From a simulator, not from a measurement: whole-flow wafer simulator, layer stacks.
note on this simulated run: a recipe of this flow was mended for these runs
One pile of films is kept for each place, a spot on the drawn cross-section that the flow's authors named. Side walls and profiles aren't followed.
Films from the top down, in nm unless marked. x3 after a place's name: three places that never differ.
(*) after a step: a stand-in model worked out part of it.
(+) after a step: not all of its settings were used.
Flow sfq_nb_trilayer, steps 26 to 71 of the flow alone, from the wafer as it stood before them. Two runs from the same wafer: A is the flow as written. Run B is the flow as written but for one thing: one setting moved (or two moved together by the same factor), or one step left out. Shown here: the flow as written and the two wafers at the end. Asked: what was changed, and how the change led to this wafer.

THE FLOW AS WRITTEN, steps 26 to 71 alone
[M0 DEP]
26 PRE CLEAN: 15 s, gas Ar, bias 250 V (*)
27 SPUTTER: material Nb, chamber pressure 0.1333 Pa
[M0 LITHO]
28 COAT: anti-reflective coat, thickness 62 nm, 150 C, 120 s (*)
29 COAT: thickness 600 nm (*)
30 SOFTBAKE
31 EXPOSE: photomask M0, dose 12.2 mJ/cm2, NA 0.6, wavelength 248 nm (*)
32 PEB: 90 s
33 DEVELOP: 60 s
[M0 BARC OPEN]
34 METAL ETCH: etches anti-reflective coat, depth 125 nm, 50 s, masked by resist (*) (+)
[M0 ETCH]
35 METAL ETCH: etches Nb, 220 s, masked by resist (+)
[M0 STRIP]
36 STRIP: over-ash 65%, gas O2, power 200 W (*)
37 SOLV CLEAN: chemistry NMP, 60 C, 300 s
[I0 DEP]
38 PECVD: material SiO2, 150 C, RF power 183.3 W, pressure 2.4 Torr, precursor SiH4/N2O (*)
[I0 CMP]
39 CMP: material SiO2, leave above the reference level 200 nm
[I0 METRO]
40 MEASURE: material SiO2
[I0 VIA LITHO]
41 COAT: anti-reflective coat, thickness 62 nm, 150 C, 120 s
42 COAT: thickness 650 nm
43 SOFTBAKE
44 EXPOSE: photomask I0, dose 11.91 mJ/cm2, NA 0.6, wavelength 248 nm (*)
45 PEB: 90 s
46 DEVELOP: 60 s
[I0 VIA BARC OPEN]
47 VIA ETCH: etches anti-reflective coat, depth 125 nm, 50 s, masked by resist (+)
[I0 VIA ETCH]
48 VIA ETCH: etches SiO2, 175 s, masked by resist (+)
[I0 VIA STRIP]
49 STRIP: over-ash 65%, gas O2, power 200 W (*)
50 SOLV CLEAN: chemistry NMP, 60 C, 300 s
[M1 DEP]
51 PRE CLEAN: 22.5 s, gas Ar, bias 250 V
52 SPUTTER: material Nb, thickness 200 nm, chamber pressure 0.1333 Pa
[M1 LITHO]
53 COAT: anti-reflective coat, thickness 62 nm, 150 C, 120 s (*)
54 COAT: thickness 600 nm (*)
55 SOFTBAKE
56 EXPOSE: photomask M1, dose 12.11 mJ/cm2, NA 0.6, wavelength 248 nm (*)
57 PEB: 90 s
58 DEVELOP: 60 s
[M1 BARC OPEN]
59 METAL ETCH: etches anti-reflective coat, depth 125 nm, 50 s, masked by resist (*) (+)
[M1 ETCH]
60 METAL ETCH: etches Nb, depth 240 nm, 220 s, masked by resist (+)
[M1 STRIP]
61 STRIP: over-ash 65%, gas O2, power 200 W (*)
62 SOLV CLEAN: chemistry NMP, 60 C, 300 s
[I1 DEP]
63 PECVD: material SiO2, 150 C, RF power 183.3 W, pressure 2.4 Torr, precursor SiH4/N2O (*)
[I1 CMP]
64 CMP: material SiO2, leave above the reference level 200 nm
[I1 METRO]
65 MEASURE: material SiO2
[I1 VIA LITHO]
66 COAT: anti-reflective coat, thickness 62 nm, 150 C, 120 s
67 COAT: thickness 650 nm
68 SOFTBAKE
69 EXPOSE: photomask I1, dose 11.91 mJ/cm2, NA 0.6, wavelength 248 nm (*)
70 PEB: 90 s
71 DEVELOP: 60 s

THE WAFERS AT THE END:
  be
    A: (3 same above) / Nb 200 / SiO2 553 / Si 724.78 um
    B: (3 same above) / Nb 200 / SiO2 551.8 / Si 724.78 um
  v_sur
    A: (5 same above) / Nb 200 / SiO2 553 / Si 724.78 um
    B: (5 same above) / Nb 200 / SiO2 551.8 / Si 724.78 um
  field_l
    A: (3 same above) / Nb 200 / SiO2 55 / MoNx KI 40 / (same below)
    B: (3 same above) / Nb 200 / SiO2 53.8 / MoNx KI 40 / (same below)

The cause: step 26, PRE CLEAN: bias 338 V was run, where the flow has bias 250 V.

How the change led to this, step by step:
  26 PRE CLEAN: 15 s, gas Ar, bias 250 V (*)
      field_l, v_sur, via_wl and 102 more: A SiO2 -5 | B SiO2 -6.18
      l0v: A MoNx KI -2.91 | B MoNx KI -3.89
